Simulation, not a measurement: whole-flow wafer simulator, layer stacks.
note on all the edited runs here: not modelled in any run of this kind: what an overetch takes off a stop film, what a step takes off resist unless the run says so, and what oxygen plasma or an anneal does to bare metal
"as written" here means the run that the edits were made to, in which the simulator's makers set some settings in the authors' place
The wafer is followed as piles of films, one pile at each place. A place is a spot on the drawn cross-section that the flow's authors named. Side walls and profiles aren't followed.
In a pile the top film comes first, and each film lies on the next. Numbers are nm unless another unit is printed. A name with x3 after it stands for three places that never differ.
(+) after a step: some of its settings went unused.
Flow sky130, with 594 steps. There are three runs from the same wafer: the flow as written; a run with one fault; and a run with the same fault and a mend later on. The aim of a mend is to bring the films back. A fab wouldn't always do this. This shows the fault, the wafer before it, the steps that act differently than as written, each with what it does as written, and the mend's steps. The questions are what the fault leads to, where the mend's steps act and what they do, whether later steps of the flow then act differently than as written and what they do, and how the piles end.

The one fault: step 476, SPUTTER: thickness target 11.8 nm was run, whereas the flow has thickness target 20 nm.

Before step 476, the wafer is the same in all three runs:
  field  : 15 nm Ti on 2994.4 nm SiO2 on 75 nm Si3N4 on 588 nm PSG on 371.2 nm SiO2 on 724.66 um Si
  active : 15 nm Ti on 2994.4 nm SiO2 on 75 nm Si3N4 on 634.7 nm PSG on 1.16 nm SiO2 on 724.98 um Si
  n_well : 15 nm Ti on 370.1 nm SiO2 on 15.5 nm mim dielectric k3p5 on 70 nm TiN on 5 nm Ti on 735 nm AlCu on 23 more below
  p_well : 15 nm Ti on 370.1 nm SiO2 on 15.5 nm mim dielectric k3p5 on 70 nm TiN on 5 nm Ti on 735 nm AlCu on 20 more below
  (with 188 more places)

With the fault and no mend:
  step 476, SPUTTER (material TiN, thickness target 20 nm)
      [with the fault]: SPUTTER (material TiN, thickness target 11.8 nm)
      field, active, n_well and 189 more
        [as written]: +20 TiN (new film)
        [with the fault]: +11.8 TiN (new film)
  Steps later in the flow that act otherwise than as written (9 more steps, not shown, differ only slightly: by at most 2% or 0.5 nm, whichever is larger):
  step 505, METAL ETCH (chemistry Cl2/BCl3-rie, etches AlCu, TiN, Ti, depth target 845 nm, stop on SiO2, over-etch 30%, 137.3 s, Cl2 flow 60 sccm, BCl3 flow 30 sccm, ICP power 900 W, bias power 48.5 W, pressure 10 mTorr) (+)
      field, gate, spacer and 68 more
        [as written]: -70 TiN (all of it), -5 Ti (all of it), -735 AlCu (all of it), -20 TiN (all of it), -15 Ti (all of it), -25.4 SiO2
        [with the fault]: -70 TiN (all of it), -5 Ti (all of it), -735 AlCu (all of it), -11.8 TiN (all of it), -15 Ti (all of it), -26.2 SiO2
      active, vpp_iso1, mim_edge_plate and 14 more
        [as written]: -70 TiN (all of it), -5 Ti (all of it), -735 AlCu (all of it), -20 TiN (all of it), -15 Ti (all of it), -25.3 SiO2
        [with the fault]: -70 TiN (all of it), -5 Ti (all of it), -735 AlCu (all of it), -11.8 TiN (all of it), -15 Ti (all of it), -26.2 SiO2
  The piles end different from the flow's at n_well, p_well, gate_hv and 102 more by more than 2% or 0.5 nm, whichever is larger.
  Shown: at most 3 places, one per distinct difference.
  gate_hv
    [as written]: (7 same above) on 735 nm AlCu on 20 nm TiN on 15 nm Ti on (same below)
    [with the fault]: (7 same above) on 735 nm AlCu on 11.8 nm TiN on 15 nm Ti on (same below)
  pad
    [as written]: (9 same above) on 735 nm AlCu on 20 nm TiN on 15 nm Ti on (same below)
    [with the fault]: (9 same above) on 735 nm AlCu on 11.8 nm TiN on 15 nm Ti on (same below)
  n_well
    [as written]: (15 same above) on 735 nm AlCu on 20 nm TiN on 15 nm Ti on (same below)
    [with the fault]: (15 same above) on 735 nm AlCu on 11.8 nm TiN on 15 nm Ti on (same below)

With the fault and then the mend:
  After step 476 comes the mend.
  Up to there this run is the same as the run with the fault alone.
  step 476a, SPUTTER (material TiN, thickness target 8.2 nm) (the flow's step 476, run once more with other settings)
      field, active, n_well and 189 more
        +8.2 TiN
  Later steps of the flow that are run all act as written at every place that is followed.
  By the end, the piles equal the flow's at every place that both follow.
